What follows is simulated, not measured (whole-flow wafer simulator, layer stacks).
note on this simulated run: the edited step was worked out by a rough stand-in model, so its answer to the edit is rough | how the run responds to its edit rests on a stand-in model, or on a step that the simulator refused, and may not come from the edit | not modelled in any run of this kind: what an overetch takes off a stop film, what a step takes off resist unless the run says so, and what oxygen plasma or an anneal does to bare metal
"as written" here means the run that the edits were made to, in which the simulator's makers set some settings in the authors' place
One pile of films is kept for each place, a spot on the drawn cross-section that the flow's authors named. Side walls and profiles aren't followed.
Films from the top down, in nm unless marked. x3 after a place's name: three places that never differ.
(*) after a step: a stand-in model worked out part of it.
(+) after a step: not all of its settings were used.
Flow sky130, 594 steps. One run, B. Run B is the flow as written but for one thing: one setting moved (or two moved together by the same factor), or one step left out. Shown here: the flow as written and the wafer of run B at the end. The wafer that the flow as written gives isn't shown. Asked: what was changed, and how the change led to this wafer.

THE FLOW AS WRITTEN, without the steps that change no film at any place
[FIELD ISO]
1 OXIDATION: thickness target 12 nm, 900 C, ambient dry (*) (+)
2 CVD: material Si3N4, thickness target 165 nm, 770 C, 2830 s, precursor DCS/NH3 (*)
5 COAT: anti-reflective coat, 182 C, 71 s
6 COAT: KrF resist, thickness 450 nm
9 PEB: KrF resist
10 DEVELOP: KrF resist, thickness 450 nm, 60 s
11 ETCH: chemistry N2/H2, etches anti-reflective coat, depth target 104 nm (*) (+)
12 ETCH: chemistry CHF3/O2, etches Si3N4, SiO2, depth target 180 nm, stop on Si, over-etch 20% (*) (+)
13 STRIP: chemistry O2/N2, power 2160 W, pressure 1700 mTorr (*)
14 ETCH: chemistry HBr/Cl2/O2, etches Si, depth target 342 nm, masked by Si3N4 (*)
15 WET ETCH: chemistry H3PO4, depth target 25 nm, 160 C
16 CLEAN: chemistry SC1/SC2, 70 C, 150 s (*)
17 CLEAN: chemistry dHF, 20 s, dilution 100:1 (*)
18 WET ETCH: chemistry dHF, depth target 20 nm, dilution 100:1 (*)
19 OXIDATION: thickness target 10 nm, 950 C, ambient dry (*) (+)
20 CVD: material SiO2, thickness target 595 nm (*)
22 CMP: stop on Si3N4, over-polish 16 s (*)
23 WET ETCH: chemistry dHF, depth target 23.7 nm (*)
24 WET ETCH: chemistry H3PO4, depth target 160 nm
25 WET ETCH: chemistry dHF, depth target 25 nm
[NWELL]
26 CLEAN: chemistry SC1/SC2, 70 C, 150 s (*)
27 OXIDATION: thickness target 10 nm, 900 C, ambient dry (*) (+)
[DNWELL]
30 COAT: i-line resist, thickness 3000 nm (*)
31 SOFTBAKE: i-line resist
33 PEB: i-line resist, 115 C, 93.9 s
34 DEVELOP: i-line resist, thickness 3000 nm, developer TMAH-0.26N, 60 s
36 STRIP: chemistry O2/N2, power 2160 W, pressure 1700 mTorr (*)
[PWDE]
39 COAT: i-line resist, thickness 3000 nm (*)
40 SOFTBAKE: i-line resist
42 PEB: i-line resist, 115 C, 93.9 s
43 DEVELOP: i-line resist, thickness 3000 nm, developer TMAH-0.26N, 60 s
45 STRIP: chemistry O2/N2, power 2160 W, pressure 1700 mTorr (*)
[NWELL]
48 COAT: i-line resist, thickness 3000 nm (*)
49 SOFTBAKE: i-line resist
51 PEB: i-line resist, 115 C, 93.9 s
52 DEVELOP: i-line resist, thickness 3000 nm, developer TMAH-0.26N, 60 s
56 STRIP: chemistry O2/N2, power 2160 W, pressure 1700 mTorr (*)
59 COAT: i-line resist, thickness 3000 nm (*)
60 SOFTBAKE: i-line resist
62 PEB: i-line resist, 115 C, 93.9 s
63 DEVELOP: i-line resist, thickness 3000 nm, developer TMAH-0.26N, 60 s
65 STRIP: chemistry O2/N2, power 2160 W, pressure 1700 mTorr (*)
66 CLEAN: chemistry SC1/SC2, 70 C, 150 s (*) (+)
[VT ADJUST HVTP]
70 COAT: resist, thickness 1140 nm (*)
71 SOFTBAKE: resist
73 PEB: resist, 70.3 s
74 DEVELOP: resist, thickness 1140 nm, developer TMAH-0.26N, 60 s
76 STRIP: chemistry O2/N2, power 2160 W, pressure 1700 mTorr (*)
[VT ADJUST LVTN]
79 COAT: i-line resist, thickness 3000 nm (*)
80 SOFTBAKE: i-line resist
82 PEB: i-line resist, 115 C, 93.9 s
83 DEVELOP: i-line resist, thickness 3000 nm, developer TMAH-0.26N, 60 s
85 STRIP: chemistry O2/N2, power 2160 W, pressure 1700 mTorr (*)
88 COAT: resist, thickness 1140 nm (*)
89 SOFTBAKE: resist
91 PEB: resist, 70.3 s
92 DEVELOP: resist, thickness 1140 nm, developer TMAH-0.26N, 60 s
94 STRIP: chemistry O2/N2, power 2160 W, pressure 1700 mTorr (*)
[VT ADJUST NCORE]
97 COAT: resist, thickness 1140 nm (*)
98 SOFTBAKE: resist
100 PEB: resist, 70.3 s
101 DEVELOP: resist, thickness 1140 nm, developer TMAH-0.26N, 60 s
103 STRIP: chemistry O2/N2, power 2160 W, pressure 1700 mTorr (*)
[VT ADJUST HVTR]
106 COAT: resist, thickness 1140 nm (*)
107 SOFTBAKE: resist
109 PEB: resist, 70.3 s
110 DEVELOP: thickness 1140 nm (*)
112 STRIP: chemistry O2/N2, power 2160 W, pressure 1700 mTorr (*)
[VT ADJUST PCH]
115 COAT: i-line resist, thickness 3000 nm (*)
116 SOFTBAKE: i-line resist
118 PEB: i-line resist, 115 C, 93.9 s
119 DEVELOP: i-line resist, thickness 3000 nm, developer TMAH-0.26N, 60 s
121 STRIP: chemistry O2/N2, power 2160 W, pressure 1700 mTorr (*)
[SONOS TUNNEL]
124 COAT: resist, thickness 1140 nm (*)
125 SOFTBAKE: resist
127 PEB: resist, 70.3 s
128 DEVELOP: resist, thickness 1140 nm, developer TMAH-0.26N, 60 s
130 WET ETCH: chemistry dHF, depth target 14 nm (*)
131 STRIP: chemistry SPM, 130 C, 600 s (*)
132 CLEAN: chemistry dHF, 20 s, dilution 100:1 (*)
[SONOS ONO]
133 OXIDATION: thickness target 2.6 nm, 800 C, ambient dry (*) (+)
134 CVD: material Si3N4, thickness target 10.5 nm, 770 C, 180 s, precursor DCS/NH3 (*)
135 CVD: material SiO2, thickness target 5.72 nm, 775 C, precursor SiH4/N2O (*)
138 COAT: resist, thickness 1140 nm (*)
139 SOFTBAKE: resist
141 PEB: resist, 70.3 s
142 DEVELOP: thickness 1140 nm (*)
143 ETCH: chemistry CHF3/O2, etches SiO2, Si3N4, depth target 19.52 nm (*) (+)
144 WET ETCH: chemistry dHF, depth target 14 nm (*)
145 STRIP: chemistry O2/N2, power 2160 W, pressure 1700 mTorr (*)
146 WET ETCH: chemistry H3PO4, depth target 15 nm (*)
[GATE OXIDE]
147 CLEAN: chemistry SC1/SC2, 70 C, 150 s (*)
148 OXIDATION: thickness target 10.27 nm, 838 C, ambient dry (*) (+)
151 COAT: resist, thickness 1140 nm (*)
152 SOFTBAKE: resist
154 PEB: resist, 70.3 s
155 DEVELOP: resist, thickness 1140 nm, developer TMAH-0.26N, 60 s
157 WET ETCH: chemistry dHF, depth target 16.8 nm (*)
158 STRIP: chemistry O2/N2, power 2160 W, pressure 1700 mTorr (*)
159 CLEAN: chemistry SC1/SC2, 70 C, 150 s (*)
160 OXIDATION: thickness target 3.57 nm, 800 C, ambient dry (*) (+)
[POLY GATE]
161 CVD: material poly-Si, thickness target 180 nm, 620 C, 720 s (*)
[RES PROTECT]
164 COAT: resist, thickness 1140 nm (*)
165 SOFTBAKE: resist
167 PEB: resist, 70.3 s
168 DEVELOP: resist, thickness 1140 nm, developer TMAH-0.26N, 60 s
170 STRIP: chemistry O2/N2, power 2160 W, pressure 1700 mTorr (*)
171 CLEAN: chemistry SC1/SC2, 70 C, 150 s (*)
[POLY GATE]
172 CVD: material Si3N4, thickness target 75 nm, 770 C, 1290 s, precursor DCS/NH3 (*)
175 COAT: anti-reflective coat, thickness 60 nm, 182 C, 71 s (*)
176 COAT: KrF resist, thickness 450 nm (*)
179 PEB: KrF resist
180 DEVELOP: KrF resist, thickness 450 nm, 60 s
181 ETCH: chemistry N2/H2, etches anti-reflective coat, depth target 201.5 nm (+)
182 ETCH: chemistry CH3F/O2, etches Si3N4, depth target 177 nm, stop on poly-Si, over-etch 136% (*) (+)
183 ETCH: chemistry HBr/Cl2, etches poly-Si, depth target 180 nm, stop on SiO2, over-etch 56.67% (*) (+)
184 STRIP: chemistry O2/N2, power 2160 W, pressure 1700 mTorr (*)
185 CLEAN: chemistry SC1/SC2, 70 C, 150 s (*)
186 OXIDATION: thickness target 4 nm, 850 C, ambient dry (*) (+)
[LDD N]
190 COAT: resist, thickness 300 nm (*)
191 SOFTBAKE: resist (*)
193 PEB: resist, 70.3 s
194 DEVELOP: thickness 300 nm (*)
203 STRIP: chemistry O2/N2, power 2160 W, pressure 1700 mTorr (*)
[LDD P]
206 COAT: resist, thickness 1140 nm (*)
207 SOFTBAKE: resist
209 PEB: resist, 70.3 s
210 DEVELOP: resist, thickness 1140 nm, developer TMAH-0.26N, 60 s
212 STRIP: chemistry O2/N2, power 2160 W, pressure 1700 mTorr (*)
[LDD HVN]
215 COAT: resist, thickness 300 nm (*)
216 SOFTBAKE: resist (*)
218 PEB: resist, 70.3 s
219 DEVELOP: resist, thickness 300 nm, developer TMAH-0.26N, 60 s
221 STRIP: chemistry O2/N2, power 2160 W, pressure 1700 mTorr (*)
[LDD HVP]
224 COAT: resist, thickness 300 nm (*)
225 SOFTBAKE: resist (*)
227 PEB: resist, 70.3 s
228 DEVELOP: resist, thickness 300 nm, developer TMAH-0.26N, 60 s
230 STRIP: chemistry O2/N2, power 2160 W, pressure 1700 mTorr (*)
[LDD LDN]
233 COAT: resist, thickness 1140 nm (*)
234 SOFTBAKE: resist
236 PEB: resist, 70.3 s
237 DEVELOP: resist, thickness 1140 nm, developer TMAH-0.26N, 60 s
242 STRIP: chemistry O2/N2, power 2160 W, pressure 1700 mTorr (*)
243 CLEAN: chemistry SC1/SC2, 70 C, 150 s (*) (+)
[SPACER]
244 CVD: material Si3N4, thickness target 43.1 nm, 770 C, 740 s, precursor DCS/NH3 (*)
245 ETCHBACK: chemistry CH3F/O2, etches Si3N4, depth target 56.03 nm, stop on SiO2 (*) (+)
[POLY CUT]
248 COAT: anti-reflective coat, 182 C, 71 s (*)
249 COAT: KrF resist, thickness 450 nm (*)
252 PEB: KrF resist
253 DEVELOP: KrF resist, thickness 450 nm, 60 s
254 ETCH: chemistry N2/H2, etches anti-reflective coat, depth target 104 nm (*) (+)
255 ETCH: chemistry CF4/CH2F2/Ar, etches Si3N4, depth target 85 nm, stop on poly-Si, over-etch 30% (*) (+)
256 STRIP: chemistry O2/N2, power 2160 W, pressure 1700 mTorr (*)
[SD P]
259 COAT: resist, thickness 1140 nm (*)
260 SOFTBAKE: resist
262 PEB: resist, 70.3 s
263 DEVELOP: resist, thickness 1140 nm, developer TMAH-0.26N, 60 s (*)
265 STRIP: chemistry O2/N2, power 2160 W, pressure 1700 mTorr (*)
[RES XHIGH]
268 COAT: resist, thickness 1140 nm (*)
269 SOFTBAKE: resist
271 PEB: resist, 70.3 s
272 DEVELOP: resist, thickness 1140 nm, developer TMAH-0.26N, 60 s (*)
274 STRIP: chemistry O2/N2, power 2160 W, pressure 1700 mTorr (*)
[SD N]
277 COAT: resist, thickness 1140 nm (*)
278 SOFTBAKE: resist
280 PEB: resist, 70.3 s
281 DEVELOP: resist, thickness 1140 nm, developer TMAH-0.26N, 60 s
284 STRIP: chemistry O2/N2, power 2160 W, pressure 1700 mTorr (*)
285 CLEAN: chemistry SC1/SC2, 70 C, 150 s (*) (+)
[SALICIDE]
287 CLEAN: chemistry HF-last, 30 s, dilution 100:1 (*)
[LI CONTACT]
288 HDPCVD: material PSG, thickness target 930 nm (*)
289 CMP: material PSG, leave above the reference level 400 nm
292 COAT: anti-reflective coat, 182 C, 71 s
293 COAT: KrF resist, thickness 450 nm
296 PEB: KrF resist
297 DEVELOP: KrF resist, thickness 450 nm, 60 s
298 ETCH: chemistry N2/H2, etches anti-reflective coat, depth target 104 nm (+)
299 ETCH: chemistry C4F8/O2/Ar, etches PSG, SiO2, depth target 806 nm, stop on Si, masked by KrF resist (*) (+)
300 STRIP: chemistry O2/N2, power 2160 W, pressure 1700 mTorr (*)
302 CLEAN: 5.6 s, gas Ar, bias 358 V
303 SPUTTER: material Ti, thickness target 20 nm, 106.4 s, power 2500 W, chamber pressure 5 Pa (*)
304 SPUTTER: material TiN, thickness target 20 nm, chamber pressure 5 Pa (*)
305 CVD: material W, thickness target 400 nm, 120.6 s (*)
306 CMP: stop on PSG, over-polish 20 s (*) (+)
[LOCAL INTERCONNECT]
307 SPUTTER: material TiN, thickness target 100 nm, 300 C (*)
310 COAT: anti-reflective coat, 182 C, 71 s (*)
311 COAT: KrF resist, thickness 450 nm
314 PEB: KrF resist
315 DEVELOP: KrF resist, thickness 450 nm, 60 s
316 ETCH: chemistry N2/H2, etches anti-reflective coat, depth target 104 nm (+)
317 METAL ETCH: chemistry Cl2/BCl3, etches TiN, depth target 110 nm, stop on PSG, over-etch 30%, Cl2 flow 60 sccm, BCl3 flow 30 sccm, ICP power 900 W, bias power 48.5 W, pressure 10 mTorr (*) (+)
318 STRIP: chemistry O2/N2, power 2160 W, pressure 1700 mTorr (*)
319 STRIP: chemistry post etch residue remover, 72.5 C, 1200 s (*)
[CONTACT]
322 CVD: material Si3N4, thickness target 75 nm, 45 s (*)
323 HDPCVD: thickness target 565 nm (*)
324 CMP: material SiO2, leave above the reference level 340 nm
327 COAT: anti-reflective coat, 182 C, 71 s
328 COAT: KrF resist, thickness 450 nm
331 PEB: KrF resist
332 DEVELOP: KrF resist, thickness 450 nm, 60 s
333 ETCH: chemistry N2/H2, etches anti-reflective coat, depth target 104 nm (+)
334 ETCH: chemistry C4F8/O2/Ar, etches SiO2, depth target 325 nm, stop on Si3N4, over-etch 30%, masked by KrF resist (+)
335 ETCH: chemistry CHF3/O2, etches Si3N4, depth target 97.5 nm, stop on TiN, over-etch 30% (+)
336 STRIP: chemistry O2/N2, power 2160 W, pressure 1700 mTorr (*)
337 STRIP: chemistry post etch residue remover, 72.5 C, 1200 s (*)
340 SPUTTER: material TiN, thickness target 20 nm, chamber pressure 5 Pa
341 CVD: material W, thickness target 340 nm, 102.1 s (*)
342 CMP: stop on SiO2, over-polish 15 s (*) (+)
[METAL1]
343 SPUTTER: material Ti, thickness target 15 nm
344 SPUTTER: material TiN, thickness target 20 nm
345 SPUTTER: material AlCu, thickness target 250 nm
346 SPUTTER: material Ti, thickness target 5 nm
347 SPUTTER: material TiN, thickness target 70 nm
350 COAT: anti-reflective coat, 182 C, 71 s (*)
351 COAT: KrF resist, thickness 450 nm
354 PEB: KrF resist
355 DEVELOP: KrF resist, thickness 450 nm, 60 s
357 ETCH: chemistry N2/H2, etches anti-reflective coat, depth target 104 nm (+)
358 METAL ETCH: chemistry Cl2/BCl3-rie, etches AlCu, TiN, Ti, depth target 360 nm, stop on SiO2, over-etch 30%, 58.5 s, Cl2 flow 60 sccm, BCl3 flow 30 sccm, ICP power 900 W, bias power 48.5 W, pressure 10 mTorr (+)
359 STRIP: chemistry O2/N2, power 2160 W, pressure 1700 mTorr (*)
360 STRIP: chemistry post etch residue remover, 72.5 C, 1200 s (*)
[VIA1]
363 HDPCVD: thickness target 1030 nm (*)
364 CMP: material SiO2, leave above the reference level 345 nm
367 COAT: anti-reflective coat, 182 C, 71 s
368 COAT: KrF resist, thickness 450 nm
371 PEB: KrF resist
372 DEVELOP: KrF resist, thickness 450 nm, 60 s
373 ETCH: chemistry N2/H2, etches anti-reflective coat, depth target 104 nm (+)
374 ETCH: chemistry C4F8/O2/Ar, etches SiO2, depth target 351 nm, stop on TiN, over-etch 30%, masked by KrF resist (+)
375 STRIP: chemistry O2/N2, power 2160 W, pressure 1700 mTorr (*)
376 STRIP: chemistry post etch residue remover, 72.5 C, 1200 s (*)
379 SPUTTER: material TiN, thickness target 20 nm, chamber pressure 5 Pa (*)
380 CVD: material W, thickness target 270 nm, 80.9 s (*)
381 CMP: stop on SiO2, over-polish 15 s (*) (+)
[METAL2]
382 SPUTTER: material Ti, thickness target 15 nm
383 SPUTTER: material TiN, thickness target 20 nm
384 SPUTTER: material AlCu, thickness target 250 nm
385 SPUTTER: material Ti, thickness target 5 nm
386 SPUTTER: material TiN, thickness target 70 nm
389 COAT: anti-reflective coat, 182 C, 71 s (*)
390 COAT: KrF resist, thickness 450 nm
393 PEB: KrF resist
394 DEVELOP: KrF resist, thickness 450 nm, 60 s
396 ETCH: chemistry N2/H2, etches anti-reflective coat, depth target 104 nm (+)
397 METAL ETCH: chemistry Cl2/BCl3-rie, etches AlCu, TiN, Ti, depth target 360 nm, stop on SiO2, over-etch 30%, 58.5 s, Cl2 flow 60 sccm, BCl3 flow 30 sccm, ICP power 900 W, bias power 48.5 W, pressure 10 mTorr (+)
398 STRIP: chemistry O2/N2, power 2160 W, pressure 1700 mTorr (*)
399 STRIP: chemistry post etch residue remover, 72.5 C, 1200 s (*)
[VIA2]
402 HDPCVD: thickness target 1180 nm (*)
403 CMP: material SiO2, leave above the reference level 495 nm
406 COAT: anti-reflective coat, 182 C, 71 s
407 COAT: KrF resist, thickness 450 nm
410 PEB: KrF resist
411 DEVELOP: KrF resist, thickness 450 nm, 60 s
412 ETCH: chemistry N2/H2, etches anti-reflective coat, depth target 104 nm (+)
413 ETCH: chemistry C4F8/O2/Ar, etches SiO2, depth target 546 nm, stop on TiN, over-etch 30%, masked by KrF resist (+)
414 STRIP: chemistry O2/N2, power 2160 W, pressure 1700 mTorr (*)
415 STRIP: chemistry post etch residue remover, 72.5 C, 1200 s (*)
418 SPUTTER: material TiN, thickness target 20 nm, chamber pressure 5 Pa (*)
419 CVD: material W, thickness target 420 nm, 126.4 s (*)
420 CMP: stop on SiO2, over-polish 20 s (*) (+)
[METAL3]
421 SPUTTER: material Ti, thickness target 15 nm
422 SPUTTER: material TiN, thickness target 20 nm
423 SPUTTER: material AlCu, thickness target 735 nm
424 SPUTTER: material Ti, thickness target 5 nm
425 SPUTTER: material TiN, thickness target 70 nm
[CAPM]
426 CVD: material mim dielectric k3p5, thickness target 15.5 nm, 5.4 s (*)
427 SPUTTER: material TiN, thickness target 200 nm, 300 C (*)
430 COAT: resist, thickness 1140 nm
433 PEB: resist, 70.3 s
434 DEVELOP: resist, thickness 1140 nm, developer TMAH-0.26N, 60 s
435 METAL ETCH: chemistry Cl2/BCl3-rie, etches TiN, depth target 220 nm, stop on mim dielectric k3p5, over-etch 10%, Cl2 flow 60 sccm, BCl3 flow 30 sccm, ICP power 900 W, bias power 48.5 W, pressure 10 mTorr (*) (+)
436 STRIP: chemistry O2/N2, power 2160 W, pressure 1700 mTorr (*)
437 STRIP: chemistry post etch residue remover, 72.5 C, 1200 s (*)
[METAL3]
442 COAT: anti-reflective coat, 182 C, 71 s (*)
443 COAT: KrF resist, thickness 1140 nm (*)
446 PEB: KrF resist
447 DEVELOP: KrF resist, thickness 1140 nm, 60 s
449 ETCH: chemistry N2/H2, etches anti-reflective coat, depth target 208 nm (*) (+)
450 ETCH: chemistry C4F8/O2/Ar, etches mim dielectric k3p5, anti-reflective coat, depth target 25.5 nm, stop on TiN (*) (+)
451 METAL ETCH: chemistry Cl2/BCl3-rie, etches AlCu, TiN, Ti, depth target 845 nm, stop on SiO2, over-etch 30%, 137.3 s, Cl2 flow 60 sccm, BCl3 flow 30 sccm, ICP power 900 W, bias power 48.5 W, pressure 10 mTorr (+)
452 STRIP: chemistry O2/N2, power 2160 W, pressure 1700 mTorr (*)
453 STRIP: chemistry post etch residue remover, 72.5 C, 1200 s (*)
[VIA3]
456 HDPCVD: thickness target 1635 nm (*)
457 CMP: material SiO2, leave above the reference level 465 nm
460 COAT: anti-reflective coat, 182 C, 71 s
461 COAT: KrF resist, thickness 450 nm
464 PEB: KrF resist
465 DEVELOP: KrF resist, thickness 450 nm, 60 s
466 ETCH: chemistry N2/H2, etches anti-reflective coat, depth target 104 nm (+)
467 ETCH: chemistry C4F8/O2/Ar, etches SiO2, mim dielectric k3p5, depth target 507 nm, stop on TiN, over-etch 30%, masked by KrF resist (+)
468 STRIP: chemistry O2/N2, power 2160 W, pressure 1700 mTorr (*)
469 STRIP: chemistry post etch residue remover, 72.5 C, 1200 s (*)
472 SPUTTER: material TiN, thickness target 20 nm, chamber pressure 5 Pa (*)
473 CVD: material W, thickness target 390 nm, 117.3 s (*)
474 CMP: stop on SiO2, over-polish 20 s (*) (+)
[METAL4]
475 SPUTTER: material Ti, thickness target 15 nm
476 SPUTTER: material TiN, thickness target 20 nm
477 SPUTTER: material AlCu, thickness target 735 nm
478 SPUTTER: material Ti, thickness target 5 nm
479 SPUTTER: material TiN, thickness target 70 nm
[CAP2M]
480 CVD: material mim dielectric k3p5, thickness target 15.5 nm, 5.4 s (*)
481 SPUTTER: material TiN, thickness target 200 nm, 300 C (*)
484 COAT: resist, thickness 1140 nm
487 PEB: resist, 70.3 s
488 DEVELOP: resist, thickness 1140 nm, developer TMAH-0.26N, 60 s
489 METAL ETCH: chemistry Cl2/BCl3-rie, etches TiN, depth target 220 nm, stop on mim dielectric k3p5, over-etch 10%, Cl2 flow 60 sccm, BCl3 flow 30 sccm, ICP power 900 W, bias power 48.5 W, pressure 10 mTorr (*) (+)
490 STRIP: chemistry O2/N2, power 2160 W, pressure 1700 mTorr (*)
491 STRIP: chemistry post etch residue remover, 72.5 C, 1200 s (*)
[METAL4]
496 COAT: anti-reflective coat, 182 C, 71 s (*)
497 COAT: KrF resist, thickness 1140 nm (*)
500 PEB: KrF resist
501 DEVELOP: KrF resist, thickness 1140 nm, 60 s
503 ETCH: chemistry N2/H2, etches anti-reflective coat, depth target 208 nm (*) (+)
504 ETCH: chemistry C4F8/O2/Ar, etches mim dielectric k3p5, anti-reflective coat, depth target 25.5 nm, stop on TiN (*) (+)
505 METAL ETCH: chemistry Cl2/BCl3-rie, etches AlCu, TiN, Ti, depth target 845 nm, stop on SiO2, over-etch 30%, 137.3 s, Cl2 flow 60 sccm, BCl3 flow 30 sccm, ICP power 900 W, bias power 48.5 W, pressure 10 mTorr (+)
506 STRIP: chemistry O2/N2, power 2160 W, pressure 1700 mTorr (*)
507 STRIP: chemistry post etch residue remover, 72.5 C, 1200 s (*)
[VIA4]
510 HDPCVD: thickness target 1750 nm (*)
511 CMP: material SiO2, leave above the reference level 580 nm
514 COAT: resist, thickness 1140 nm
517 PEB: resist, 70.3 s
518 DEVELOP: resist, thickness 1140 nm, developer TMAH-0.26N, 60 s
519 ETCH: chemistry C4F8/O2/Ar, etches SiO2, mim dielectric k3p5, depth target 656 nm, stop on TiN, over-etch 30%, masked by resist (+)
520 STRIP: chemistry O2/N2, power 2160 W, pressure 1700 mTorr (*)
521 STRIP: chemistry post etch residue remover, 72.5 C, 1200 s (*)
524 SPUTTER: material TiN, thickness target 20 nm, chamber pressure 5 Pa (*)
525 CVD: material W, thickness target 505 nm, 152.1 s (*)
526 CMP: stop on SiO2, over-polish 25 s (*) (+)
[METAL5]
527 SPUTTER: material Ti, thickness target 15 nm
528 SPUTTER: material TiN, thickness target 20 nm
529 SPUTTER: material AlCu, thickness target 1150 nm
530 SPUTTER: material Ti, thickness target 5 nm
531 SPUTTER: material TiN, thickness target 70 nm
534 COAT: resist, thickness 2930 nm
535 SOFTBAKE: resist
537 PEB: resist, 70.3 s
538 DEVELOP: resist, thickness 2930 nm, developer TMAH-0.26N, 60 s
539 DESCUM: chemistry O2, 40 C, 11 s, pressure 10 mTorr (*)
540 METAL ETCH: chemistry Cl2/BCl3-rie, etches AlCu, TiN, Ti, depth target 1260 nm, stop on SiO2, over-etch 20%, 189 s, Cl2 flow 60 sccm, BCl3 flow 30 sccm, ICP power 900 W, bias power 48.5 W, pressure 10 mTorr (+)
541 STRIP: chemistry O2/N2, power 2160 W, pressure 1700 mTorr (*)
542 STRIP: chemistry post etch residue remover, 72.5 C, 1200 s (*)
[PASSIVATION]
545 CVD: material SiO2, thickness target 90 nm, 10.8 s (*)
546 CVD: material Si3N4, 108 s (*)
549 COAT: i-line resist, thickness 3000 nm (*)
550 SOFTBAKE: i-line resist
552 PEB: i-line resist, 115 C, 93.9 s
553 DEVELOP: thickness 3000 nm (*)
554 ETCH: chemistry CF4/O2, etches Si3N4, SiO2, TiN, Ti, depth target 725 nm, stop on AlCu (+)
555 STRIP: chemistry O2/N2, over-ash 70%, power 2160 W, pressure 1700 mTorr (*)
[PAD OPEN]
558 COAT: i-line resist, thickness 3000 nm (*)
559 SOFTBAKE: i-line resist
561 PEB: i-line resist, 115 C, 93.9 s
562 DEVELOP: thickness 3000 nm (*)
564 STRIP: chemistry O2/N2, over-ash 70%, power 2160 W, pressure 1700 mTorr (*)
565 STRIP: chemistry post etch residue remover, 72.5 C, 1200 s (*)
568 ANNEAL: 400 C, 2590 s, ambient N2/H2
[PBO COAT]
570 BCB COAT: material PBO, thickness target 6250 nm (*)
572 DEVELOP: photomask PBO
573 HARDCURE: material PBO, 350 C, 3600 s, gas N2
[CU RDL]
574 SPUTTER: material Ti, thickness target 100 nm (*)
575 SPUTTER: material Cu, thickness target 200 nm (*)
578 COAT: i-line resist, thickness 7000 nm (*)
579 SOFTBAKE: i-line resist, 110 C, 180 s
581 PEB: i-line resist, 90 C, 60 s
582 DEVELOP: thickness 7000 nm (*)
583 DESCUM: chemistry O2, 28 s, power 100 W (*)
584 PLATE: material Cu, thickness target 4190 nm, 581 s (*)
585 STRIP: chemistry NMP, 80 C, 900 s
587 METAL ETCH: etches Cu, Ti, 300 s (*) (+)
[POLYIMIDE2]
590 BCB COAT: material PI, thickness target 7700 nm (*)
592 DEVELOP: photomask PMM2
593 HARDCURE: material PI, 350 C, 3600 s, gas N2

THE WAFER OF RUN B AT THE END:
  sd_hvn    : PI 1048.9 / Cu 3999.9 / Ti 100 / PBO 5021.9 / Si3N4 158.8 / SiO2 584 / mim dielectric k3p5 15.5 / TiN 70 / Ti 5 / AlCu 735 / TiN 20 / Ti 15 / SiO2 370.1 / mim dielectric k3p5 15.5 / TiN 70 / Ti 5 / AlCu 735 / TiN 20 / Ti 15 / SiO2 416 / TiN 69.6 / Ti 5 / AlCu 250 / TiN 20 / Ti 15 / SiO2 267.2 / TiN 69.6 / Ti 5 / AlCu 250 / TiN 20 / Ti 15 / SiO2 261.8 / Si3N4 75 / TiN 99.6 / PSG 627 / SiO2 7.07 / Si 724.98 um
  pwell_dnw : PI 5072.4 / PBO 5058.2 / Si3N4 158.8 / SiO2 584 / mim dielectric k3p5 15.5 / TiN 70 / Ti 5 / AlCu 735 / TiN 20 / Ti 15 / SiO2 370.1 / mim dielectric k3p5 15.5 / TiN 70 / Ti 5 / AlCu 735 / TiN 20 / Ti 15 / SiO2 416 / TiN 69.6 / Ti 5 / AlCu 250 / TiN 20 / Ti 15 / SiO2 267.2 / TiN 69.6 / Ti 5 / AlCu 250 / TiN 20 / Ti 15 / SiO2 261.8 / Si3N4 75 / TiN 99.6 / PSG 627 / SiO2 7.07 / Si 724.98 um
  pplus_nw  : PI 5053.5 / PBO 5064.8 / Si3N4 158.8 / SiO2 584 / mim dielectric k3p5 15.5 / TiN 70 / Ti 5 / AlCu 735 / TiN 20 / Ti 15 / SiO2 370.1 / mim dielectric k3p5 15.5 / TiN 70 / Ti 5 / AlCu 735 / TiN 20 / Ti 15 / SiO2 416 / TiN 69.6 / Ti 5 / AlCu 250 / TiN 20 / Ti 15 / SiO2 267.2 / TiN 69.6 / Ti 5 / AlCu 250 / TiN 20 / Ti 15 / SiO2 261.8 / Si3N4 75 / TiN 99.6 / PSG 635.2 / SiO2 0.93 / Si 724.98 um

The cause: step 183, ETCH: depth target 189 nm was run, where the flow has depth target 180 nm.

How the change led to this, step by step:
  183 ETCH: chemistry HBr/Cl2, etches poly-Si, depth target 180 nm, stop on SiO2, over-etch 56.67% (*) (+)
      field, active, p_well and 109 more: poly-Si -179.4 (all of it), SiO2 -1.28 (as written it would be: poly-Si -179.4 (all of it), SiO2 -0.56)
      n_well, gate, gate_hv and 74 more: KrF resist -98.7 (as written it would be: KrF resist -94)
  184 STRIP: chemistry O2/N2, power 2160 W, pressure 1700 mTorr (*)
      dice_street, grade_field_poly: KrF resist -164.3 (all of it), anti-reflective coat -60 (all of it) (as written it would be: KrF resist -169 (all of it), anti-reflective coat -60 (all of it))
      poly_licon, rpo_hd_licon: KrF resist -158.6 (all of it), anti-reflective coat -59.7 (all of it) (as written it would be: KrF resist -163.3 (all of it), anti-reflective coat -59.7 (all of it))
      (and at 73 more places)
  248 COAT: anti-reflective coat, 182 C, 71 s (*)
      gate_lg05: anti-reflective coat +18 (new film) (as written it would be: anti-reflective coat +18.6 (new film))
      gate_p_g5v0_sd: anti-reflective coat +13.4 (new film) (as written it would be: anti-reflective coat +14 (new film))
  256 STRIP: chemistry O2/N2, power 2160 W, pressure 1700 mTorr (*)
      gate_lg05: KrF resist -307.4 (all of it), anti-reflective coat -18 (all of it) (as written it would be: KrF resist -307 (all of it), anti-reflective coat -18.6 (all of it))
      gate_p_g5v0_sd: KrF resist -292.8 (all of it), anti-reflective coat -13.4 (all of it) (as written it would be: KrF resist -292.5 (all of it), anti-reflective coat -14 (all of it))
